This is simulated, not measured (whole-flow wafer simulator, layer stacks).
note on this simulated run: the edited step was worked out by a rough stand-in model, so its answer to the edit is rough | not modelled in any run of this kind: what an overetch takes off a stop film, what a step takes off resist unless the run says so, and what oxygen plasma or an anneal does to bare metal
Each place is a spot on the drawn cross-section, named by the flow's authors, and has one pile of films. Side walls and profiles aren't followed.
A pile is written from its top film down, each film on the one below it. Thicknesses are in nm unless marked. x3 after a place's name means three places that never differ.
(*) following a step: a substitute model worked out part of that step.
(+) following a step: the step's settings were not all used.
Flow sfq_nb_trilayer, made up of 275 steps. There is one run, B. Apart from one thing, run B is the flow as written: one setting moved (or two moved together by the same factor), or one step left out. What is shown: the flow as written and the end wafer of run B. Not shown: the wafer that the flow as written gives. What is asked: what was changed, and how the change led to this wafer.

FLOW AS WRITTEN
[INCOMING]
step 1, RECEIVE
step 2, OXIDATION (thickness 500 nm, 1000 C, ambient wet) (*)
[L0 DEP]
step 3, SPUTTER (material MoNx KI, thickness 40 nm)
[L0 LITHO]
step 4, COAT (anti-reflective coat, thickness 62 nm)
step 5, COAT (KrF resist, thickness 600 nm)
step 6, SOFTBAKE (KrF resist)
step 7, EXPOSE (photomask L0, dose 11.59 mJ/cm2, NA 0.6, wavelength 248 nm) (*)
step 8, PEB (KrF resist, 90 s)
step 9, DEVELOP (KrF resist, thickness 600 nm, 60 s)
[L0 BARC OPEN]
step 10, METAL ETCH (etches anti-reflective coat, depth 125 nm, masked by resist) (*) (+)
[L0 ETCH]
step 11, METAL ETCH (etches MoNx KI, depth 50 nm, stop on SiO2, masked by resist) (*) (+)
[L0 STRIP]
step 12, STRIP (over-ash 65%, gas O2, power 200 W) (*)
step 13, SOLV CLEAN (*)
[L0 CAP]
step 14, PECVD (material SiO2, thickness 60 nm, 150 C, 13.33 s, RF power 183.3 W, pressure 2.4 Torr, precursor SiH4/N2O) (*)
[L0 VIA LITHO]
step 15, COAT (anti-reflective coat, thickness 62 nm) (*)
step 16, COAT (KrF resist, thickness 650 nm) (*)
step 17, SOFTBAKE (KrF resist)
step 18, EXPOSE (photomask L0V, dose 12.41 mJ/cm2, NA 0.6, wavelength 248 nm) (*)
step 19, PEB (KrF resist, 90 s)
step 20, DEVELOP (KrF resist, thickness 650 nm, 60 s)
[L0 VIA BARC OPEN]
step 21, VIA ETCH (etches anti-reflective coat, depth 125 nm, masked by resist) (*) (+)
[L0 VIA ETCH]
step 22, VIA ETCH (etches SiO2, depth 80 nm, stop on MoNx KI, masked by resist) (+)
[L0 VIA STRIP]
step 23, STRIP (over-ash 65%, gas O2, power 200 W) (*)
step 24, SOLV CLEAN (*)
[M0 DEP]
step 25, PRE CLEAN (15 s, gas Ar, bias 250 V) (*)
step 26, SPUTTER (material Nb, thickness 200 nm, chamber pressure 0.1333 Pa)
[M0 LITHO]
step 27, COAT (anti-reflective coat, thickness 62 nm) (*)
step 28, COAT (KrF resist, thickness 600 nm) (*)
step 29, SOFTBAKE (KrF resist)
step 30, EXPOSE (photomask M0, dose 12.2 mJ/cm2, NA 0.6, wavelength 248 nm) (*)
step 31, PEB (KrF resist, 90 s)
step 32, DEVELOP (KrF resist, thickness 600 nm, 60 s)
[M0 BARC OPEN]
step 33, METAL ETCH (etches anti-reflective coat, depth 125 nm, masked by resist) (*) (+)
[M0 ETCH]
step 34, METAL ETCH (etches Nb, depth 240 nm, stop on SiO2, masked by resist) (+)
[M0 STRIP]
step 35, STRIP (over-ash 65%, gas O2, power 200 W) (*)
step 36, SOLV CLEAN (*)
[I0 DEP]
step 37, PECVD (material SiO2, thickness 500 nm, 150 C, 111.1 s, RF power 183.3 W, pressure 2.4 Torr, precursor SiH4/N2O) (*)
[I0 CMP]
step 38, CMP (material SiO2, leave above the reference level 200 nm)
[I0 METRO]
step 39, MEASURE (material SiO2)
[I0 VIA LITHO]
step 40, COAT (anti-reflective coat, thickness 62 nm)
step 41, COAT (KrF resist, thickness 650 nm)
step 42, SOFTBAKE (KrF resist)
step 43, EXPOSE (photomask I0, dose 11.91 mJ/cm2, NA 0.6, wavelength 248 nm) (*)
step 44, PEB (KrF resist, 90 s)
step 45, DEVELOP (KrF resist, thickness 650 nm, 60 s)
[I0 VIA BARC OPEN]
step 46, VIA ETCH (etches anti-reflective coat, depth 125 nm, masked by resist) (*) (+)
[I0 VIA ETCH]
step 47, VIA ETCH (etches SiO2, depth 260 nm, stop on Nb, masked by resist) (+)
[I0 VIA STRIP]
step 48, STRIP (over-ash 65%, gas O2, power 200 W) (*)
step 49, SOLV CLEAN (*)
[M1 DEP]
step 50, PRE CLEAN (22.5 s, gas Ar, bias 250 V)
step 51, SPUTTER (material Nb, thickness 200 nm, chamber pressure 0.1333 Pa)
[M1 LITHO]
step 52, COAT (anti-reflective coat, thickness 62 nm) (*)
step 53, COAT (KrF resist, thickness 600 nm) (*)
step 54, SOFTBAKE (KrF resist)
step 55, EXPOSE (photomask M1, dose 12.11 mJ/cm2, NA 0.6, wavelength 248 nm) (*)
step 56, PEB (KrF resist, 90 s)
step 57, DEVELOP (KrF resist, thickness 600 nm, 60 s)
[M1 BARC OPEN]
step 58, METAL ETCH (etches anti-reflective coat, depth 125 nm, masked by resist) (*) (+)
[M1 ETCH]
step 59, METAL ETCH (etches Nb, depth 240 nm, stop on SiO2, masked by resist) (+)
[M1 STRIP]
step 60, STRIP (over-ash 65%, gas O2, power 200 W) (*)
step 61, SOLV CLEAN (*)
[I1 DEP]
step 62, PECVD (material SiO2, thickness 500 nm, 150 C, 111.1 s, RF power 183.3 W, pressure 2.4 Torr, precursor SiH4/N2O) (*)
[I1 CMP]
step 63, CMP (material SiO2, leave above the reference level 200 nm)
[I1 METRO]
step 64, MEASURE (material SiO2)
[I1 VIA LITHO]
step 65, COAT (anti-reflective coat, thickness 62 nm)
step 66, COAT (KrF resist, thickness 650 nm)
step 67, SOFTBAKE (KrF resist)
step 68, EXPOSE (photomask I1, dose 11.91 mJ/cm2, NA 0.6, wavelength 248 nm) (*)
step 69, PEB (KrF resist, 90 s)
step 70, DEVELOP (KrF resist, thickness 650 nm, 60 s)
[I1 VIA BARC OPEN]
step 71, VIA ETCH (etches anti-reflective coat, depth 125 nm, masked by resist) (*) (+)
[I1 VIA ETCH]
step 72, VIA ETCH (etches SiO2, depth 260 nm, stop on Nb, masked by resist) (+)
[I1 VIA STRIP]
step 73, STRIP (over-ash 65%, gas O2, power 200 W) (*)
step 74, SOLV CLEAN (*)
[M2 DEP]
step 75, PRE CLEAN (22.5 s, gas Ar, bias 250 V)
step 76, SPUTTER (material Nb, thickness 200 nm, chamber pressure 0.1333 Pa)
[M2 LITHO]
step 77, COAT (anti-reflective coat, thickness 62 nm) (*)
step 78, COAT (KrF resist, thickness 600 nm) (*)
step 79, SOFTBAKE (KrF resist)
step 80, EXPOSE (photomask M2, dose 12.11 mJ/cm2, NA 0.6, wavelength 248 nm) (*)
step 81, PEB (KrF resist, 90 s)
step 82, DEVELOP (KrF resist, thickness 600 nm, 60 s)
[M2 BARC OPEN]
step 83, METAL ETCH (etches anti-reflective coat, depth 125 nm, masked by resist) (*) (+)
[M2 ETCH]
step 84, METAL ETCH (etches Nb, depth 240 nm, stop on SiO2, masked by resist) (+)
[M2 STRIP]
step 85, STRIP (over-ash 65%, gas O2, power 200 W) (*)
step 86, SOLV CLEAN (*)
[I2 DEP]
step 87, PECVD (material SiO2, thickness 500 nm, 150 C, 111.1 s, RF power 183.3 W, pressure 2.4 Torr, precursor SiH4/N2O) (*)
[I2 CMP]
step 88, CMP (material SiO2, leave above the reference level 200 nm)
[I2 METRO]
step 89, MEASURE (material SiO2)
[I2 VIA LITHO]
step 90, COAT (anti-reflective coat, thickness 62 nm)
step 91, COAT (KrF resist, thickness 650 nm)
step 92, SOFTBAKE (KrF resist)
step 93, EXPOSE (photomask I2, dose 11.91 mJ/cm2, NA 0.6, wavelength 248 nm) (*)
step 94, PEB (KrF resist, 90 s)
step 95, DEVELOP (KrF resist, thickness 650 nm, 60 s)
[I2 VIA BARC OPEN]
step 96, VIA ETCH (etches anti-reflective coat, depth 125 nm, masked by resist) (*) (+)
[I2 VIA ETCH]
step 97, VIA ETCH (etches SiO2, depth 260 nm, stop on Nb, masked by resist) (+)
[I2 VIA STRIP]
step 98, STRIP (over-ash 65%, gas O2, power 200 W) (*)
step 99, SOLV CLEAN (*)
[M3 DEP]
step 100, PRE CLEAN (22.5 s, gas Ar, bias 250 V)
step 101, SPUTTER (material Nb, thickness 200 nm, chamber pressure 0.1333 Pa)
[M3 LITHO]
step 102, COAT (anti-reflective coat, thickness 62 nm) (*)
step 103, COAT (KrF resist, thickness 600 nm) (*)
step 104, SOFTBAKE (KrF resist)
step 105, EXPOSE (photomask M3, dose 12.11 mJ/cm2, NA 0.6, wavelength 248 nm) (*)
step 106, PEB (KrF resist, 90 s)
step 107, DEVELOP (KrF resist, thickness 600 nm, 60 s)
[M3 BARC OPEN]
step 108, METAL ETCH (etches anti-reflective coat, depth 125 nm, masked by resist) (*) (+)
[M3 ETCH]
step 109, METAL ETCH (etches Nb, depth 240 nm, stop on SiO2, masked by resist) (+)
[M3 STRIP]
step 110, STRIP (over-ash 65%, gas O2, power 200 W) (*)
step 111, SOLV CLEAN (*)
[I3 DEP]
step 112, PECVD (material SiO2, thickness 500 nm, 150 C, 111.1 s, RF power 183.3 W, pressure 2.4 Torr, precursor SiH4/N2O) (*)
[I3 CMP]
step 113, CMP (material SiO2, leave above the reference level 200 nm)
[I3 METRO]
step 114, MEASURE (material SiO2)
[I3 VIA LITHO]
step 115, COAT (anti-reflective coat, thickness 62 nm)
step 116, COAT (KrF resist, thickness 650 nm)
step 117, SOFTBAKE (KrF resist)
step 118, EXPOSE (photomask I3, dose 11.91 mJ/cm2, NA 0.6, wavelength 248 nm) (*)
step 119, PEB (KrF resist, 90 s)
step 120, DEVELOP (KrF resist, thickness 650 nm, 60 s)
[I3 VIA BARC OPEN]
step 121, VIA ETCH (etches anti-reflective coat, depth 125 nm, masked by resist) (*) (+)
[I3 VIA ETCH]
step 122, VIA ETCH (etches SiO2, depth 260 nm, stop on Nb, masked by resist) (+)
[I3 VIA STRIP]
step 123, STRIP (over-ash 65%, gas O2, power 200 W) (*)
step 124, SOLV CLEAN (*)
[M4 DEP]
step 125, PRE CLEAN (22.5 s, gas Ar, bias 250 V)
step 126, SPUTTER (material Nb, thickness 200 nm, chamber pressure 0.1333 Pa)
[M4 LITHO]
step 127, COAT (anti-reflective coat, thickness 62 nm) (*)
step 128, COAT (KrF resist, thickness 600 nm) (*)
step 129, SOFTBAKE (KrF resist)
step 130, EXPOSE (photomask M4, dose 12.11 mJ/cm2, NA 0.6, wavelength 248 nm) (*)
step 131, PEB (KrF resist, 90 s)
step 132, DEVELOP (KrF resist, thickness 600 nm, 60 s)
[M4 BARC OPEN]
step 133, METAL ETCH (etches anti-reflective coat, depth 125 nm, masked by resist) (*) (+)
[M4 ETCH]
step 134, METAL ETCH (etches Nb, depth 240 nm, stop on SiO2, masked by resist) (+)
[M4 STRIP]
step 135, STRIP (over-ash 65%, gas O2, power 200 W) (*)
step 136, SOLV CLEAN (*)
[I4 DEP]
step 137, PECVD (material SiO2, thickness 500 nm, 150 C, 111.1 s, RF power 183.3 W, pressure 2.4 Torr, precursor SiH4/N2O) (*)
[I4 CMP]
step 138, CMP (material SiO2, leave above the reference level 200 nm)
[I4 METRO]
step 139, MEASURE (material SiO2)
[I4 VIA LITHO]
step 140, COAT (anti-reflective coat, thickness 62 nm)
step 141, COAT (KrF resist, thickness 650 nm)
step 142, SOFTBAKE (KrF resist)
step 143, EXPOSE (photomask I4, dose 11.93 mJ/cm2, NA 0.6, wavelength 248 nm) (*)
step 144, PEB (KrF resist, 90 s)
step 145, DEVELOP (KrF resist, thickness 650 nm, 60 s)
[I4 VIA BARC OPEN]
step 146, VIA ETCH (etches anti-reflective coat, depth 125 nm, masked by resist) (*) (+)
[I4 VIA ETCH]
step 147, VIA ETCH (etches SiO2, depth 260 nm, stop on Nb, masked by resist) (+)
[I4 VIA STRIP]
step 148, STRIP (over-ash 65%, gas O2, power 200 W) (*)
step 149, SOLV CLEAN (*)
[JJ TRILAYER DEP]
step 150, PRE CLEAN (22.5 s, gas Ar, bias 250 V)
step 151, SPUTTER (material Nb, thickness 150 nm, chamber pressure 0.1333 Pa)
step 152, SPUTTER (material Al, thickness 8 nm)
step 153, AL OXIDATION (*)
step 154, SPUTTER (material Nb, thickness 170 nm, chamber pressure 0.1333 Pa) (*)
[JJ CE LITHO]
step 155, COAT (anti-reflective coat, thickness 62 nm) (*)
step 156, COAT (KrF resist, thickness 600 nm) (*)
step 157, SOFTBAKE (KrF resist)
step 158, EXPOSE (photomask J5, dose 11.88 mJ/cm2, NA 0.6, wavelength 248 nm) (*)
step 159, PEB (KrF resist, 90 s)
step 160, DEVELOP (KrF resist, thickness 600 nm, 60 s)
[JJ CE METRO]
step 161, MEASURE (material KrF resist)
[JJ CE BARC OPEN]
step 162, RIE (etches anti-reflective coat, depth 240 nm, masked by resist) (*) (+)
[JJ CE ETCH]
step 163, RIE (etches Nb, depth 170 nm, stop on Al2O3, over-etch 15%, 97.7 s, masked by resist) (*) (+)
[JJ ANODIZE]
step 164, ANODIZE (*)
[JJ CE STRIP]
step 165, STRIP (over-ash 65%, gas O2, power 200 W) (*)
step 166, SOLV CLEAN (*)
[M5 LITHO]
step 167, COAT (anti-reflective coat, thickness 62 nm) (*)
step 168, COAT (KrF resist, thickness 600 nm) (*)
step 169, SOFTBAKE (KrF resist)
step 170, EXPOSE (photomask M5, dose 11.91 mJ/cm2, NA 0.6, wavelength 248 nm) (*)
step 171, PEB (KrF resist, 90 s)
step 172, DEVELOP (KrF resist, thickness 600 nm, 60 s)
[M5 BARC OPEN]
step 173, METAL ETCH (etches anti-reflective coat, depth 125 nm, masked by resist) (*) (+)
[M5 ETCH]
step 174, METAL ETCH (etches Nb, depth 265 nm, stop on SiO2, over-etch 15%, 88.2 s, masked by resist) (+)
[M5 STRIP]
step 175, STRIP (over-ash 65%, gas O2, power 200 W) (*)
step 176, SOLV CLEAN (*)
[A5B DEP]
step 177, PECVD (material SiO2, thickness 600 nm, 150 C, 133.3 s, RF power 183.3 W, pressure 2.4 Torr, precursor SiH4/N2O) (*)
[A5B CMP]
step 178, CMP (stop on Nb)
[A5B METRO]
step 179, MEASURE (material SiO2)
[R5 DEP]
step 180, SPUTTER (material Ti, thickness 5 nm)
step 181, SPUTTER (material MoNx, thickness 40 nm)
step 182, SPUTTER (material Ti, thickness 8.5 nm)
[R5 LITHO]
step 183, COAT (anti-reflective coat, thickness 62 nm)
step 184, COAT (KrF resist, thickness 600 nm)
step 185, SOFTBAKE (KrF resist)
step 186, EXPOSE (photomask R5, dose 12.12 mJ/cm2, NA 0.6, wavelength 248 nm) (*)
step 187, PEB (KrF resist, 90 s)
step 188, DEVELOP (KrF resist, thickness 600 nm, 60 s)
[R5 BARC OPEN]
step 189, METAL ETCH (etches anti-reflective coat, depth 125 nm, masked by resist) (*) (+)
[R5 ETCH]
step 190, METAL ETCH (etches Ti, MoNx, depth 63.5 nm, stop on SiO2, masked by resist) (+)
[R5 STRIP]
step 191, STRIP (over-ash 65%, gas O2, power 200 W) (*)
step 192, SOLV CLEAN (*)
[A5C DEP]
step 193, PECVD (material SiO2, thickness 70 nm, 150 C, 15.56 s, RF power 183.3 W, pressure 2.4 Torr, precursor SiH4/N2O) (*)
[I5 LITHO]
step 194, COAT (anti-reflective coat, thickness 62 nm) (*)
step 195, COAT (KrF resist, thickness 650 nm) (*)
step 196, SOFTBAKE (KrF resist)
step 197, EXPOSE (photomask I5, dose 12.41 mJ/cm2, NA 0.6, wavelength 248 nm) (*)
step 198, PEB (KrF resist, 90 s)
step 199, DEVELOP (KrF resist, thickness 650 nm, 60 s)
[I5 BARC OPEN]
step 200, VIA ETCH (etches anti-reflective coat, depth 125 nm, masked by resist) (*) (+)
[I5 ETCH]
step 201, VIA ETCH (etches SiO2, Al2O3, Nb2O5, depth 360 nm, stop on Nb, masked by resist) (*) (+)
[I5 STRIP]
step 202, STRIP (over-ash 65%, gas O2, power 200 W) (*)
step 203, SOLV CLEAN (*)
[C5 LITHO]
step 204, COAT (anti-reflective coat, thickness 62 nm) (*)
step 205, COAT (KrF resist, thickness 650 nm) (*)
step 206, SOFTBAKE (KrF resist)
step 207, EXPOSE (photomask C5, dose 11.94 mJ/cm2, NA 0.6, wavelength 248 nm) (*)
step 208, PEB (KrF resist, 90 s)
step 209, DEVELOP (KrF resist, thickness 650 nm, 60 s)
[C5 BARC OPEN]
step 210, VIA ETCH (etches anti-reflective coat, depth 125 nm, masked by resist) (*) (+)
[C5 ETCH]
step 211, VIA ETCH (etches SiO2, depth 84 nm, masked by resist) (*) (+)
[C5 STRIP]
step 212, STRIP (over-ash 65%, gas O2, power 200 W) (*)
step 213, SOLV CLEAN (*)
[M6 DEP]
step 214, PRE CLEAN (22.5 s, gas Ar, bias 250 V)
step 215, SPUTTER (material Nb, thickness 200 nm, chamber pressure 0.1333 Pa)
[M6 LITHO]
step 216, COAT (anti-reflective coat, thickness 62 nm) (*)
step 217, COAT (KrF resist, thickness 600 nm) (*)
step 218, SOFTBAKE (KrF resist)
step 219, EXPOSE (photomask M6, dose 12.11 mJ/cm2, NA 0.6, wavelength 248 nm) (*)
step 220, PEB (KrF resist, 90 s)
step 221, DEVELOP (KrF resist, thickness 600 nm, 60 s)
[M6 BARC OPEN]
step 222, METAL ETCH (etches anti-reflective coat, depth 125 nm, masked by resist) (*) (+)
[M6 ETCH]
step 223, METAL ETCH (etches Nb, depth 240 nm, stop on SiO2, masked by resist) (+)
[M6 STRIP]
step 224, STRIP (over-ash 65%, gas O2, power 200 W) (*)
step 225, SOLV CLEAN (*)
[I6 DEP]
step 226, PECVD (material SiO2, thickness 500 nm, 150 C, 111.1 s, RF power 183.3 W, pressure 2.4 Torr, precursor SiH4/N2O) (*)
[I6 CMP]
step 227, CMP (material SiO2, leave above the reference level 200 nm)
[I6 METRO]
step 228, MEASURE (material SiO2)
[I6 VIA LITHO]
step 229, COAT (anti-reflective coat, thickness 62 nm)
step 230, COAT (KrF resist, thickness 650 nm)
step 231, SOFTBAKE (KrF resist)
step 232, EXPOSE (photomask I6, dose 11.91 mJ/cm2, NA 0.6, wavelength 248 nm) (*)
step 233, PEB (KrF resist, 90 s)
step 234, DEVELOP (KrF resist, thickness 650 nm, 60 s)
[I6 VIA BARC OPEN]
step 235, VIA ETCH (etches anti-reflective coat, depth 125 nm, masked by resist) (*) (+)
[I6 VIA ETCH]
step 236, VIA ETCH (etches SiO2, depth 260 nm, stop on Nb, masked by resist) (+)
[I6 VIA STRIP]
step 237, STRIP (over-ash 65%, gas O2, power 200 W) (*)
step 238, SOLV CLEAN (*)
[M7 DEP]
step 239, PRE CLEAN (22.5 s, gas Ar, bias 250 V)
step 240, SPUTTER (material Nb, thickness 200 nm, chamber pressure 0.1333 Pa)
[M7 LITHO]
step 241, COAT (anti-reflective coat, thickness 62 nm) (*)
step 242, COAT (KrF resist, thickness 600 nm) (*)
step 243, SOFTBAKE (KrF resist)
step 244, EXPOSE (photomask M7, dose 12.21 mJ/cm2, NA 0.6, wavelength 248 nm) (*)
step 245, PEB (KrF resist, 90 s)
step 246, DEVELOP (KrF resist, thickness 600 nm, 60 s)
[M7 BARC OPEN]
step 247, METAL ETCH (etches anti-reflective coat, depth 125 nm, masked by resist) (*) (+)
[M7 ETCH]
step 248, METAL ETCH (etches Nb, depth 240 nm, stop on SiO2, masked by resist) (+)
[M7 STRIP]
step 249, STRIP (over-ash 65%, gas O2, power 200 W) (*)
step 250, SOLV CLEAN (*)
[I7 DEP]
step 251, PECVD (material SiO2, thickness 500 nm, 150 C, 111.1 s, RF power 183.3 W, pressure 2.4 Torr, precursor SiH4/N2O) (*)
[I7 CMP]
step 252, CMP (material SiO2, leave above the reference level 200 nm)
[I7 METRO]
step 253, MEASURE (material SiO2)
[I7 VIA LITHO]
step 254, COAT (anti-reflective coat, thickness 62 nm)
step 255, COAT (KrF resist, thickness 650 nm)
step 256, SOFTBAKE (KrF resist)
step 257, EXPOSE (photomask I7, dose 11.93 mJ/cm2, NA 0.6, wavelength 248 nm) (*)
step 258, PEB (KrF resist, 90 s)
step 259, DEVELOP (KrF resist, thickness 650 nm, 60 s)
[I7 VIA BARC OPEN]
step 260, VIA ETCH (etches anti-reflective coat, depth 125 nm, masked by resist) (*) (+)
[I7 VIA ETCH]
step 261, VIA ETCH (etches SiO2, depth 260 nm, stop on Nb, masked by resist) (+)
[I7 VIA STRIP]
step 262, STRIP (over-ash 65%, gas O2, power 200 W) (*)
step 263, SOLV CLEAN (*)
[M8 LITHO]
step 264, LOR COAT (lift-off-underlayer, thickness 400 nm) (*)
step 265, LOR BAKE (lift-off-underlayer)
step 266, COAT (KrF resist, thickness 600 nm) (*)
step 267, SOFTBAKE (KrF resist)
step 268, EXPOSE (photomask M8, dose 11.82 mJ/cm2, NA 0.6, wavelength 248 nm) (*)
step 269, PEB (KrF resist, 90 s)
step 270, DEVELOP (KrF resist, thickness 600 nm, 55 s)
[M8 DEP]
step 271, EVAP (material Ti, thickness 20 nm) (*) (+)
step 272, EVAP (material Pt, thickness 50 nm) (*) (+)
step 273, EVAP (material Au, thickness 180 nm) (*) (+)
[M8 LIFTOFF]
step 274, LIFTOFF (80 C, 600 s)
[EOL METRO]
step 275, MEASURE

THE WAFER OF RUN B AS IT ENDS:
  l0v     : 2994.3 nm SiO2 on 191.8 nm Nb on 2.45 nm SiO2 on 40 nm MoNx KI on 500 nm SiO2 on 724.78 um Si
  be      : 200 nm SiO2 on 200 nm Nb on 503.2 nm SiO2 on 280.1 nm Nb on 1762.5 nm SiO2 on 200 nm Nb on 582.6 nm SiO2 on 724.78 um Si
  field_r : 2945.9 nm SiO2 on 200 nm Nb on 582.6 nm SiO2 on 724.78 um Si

What caused this: step 14, PECVD: thickness 87.6 nm was run, though the flow has thickness 60 nm; step 14, PECVD: 19.47 s was run, where the flow has 13.33 s.

Step by step, how the change led to this:
  step 14, PECVD (material SiO2, thickness 60 nm, 150 C, 13.33 s, RF power 183.3 W, pressure 2.4 Torr, precursor SiH4/N2O) (*)
      v_sur, via_wl, via_w and 97 more: SiO2 gains 87.6 (as written it would have been: SiO2 gains 60)
      field_l, l0_sur, l0v, l0r_line_l, l0r_line_c, l0r_line_r: SiO2 gains 87.6 (new film) (as written it would have been: SiO2 gains 60 (new film))
  step 22, VIA ETCH (etches SiO2, depth 80 nm, stop on MoNx KI, masked by resist) (+)
      l0v: SiO2 loses 80 (as written it would have been: SiO2 loses 59.8 (all of it))
  step 25, PRE CLEAN (15 s, gas Ar, bias 250 V) (*)
      l0v: SiO2 loses 5 (as written it would have been: MoNx KI loses 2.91)
  step 27, COAT (anti-reflective coat, thickness 62 nm) (*)
      l0_sur: anti-reflective coat gains 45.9 (new film) (as written it would have been: anti-reflective coat gains 47.5 (new film))
      l0v: anti-reflective coat gains 83.5 (new film) (as written it would have been: anti-reflective coat gains 78 (new film))
  step 28, COAT (KrF resist, thickness 600 nm) (*)
      l0v: KrF resist gains 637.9 (new film) (as written it would have been: KrF resist gains 622.9 (new film))
  step 35, STRIP (over-ash 65%, gas O2, power 200 W) (*)
      l0_sur: KrF resist loses 369.5 (all of it), anti-reflective coat loses 45.9 (all of it) (as written it would have been: KrF resist loses 372 (all of it), anti-reflective coat loses 47.5 (all of it))
      l0v: KrF resist loses 420.2 (all of it), anti-reflective coat loses 83.5 (all of it) (as written it would have been: KrF resist loses 405.3 (all of it), anti-reflective coat loses 78 (all of it))
  step 38, CMP (material SiO2, leave above the reference level 200 nm)
      l0v: SiO2 loses 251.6 (as written it would have been: SiO2 loses 277.8)
If metal films that touch count as one body, l0v has 2 bodies (between them, from the top down: SiO2 2.45); the flow as written gives 1 body.
